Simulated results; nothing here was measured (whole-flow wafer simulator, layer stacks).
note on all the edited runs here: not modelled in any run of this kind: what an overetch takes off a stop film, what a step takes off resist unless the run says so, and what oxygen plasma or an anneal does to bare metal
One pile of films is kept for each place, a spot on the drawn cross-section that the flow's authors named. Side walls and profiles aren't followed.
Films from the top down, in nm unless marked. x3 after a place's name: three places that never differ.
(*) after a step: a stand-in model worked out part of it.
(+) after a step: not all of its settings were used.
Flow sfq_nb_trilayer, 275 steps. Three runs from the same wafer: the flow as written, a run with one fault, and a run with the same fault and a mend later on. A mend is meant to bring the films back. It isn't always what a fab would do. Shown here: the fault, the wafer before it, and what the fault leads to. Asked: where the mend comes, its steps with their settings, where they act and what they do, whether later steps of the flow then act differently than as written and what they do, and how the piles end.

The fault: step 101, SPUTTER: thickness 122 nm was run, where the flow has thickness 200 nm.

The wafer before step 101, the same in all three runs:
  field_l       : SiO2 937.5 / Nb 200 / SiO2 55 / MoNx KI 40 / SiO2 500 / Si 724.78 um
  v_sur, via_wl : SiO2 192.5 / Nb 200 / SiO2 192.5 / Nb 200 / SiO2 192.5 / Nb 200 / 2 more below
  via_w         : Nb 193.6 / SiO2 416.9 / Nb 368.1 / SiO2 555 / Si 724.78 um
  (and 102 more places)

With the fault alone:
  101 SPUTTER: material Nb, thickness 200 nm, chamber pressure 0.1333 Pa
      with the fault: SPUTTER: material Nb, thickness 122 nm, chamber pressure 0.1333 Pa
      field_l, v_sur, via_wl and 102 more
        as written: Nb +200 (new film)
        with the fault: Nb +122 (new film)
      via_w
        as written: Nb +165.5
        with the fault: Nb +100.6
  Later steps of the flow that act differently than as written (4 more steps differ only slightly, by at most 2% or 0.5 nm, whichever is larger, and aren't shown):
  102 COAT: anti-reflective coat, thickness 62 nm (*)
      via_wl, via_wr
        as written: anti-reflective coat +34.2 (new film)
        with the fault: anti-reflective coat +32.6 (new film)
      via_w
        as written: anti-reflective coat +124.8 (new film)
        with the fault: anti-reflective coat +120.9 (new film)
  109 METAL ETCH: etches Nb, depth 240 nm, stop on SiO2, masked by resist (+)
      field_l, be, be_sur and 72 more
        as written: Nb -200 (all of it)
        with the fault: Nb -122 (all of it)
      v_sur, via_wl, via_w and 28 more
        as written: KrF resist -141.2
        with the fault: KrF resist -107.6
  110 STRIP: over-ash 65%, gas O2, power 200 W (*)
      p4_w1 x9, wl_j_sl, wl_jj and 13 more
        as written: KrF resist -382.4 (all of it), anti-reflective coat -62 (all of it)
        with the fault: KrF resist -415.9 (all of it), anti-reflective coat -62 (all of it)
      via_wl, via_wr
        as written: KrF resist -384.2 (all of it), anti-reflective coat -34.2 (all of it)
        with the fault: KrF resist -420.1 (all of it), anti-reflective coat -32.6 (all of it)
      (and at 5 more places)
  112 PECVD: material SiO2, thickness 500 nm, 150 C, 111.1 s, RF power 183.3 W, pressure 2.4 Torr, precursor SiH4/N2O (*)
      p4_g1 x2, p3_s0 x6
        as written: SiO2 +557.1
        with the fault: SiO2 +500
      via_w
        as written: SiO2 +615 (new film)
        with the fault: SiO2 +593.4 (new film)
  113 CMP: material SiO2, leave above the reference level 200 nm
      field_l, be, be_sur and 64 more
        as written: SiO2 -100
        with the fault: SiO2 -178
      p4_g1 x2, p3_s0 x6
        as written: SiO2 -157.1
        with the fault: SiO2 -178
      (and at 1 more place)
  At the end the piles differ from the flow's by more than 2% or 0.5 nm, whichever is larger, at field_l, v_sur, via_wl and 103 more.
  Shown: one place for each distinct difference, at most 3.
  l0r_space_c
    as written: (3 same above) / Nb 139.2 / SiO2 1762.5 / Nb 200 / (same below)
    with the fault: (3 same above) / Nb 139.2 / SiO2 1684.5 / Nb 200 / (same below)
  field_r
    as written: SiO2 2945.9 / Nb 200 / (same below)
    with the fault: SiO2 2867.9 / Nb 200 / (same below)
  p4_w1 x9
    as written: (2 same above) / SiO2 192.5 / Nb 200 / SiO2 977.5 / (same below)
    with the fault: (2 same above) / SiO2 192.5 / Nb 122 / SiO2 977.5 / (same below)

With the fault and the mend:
  The mend comes after step 107.
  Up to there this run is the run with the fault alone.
  107a STRIP: over-ash 65%, gas O2, power 200 W (*)
      p4_fl x3, p4_g1 x2, p3_s0 x6 and 42 more
        anti-reflective coat -62 (all of it)
      p4_w1 x9, wl_j_sl, wl_jj and 13 more
        KrF resist -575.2 (all of it), anti-reflective coat -62 (all of it)
      r_sur, res, r_end and 9 more
        anti-reflective coat -61.8 (all of it)
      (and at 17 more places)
  107b SPUTTER: material Nb, thickness 78 nm, chamber pressure 0.1333 Pa (the flow's step 101 once more, with other settings)
      field_l, v_sur, via_wl and 102 more
        Nb +78
      via_w
        Nb +62.6
  107c COAT: anti-reflective coat, thickness 62 nm (*) (the flow's step 102 once more)
      p4_fl x3, p4_w1 x9, p4_g1 x2 and 63 more
        anti-reflective coat +62 (new film)
      r_sur, res, r_end and 9 more
        anti-reflective coat +61.8 (new film)
      jj_sur, ce_l, c5j, ce_r, sp_r, be_r
        anti-reflective coat +61.7 (new film)
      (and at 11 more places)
  107d COAT: KrF resist, thickness 600 nm (*) (the flow's step 103 once more)
      p4_fl x3, p4_w1 x9, p4_g1 x2 and 63 more
        KrF resist +600 (new film)
      r_end, moat, field_r, lsp_l, lsp_r, l0_sur
        KrF resist +599.4 (new film)
      be_r, r_sur, res, l0v
        KrF resist +599.3 (new film)
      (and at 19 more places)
  107e SOFTBAKE: KrF resist (the flow's step 104 once more)
      changes no film at any place that is followed
  107f EXPOSE: photomask M3, dose 12.11 mJ/cm2, NA 0.6, wavelength 248 nm (*) (the flow's step 105 once more)
      changes no film at any place that is followed
  107g PEB: KrF resist, 90 s (the flow's step 106 once more)
      wire, be, be_sur and 96 more
        KrF resist -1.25
      field_l, via_v
        KrF resist -1.24
      via_wl, via_wr
        KrF resist -1.26
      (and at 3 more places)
  107h DEVELOP: KrF resist, thickness 600 nm, 60 s (the flow's step 107 once more)
      p4_fl x3, p4_g1 x2, p3_s0 x6 and 42 more
        KrF resist -598.7 (all of it)
      v_sur, via_wl, via_w and 28 more
        KrF resist -23.5
      field_r, lsp_l, ln_m5, lsp_m, ln_m6, lsp_r, l0_sur
        KrF resist -598.2 (all of it)
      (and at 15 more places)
  No later step of the flow acts differently than as written, at any place that is followed, by more than 2% or 0.5 nm, whichever is larger.
  At the end the piles differ from the flow's only slightly at the places that both follow, by at most 2% or 0.5 nm, whichever is larger.
